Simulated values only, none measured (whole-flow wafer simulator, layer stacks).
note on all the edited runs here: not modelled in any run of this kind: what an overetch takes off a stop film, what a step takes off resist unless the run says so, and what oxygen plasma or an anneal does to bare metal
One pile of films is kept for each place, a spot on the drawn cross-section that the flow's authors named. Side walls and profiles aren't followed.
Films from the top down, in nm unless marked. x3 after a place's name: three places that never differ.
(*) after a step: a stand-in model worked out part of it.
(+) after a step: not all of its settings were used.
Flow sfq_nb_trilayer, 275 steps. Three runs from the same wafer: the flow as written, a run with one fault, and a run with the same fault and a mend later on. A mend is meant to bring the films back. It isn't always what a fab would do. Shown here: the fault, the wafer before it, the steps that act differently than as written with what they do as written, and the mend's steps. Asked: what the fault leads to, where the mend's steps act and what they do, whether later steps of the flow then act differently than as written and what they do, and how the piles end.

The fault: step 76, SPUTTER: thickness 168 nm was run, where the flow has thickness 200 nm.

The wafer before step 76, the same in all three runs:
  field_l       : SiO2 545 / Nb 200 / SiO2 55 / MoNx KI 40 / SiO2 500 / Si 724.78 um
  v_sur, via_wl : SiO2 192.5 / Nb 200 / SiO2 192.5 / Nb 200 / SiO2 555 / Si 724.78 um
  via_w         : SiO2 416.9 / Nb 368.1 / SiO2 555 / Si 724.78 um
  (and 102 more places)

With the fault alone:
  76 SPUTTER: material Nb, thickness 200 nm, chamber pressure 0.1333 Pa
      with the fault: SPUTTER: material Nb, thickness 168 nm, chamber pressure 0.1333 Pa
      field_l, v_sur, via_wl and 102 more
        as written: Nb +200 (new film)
        with the fault: Nb +168 (new film)
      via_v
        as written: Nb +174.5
        with the fault: Nb +147
  Later steps of the flow that act differently than as written (6 more steps differ only slightly, by at most 2% or 0.5 nm, whichever is larger, and aren't shown):
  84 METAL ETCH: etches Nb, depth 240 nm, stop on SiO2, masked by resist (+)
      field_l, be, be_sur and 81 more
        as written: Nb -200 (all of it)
        with the fault: Nb -168 (all of it)
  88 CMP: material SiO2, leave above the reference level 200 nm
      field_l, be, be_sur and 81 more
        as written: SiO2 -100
        with the fault: SiO2 -132
  At the end the piles differ from the flow's by more than 2% or 0.5 nm, whichever is larger, at v_sur, via_wl, via_w and 36 more.
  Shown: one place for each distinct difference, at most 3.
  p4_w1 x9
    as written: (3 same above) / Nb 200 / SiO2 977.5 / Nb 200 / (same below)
    with the fault: (3 same above) / Nb 200 / SiO2 945.5 / Nb 200 / (same below)
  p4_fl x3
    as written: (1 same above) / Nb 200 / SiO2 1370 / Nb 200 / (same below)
    with the fault: (1 same above) / Nb 200 / SiO2 1338 / Nb 200 / (same below)
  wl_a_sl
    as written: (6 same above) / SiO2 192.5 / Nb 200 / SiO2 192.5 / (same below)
    with the fault: (6 same above) / SiO2 192.5 / Nb 168 / SiO2 192.5 / (same below)

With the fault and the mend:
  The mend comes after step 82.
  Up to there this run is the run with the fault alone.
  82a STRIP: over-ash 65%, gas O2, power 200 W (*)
      p4_fl x3, p4_w1 x9, p4_g1 x2 and 48 more
        anti-reflective coat -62 (all of it)
      wl_j_sl, wl_jj, wl_j_sr and 12 more
        KrF resist -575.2 (all of it), anti-reflective coat -62 (all of it)
      moat, field_r, lsp_l and 6 more
        anti-reflective coat -61.8 (all of it)
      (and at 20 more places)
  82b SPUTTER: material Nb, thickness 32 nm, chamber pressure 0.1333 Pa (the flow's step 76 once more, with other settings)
      field_l, v_sur, via_wl and 102 more
        Nb +32
      via_v
        Nb +24.7
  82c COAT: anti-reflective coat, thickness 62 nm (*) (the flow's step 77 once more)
      p4_fl x3, p4_w1 x9, p4_g1 x2 and 63 more
        anti-reflective coat +62 (new film)
      moat, field_r, lsp_l and 6 more
        anti-reflective coat +61.8 (new film)
      be_r, r_sur, res, r_end
        anti-reflective coat +61.7 (new film)
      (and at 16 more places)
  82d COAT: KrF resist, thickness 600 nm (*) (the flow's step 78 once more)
      p4_fl x3, p4_w1 x9, p4_g1 x2 and 63 more
        KrF resist +600 (new film)
      field_r, lsp_l, ln_m5, l0v
        KrF resist +599.5 (new film)
      lsp_m, ln_m6, lsp_r, l0_sur
        KrF resist +599.6 (new film)
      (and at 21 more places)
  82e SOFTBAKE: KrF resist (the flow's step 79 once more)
      changes no film at any place that is followed
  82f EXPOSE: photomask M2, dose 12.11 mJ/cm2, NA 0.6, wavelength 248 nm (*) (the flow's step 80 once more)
      changes no film at any place that is followed
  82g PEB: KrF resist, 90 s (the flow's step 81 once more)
      field_l, v_sur, via_wl and 97 more
        KrF resist -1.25
      via_w, via_wr, via_sp, wire, be
        KrF resist -1.24
      via_v
        KrF resist -1.59
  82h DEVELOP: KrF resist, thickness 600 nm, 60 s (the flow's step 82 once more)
      p4_fl x3, p4_w1 x9, p4_g1 x2 and 48 more
        KrF resist -598.7 (all of it)
      v_sur, via_wl, via_w and 19 more
        KrF resist -23.5
      lsp_l, ln_m5, lsp_m, ln_m6, lsp_r, l0_sur, l0v
        KrF resist -598.3 (all of it)
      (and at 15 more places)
  No later step of the flow acts differently than as written, at any place that is followed, by more than 2% or 0.5 nm, whichever is larger.
  At the end the piles differ from the flow's only slightly at the places that both follow, by at most 2% or 0.5 nm, whichever is larger.
